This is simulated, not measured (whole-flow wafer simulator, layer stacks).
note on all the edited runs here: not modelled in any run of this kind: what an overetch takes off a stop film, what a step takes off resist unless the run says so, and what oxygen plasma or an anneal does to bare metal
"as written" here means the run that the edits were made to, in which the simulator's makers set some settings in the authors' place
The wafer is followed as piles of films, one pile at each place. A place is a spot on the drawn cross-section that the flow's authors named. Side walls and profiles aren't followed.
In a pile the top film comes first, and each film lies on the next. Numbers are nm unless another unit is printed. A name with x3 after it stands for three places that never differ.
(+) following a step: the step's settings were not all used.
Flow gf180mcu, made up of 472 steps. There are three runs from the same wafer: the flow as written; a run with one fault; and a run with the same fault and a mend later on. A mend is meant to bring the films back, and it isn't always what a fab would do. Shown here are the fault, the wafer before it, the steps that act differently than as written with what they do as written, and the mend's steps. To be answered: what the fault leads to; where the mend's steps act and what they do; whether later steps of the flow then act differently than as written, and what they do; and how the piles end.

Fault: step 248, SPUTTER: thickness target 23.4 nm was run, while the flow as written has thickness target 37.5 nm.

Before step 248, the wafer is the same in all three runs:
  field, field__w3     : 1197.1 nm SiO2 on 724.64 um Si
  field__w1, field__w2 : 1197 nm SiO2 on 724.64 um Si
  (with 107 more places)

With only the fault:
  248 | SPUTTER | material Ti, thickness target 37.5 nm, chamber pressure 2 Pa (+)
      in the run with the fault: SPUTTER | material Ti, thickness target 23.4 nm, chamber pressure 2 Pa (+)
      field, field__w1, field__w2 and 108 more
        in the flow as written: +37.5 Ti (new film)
        in the run with the fault: +23.4 Ti (new film)
  Steps later in the flow that act otherwise than as written:
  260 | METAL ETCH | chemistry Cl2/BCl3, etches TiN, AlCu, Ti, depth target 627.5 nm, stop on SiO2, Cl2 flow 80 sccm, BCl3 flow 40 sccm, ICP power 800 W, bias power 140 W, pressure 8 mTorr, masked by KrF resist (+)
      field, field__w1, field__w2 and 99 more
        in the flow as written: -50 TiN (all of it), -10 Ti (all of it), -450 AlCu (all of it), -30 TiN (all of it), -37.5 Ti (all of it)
        in the run with the fault: -50 TiN (all of it), -10 Ti (all of it), -450 AlCu (all of it), -30 TiN (all of it), -23.4 Ti (all of it)
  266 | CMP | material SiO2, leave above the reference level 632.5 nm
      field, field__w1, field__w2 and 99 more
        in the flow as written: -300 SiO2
        in the run with the fault: -314.1 SiO2
  The piles end different from the flow's at field__w8, contact, m1 and 6 more by more than 2% or 0.5 nm, whichever is larger.
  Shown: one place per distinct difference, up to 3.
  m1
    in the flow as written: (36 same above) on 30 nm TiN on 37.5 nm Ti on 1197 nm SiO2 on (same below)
    in the run with the fault: (36 same above) on 30 nm TiN on 23.4 nm Ti on 1197 nm SiO2 on (same below)
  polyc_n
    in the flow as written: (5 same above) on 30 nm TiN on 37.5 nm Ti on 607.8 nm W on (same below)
    in the run with the fault: (5 same above) on 30 nm TiN on 23.4 nm Ti on 607.8 nm W on (same below)
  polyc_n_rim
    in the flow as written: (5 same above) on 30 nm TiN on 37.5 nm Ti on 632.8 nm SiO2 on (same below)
    in the run with the fault: (5 same above) on 30 nm TiN on 23.4 nm Ti on 632.8 nm SiO2 on (same below)

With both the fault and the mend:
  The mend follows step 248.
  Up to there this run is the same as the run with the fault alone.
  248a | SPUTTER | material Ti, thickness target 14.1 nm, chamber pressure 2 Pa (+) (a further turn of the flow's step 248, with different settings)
      field, field__w1, field__w2 and 108 more
        +14.1 Ti
  Later steps of the flow that are run all act as written at every place that is followed.
  At every place that both follow, the piles at the end match the flow's.
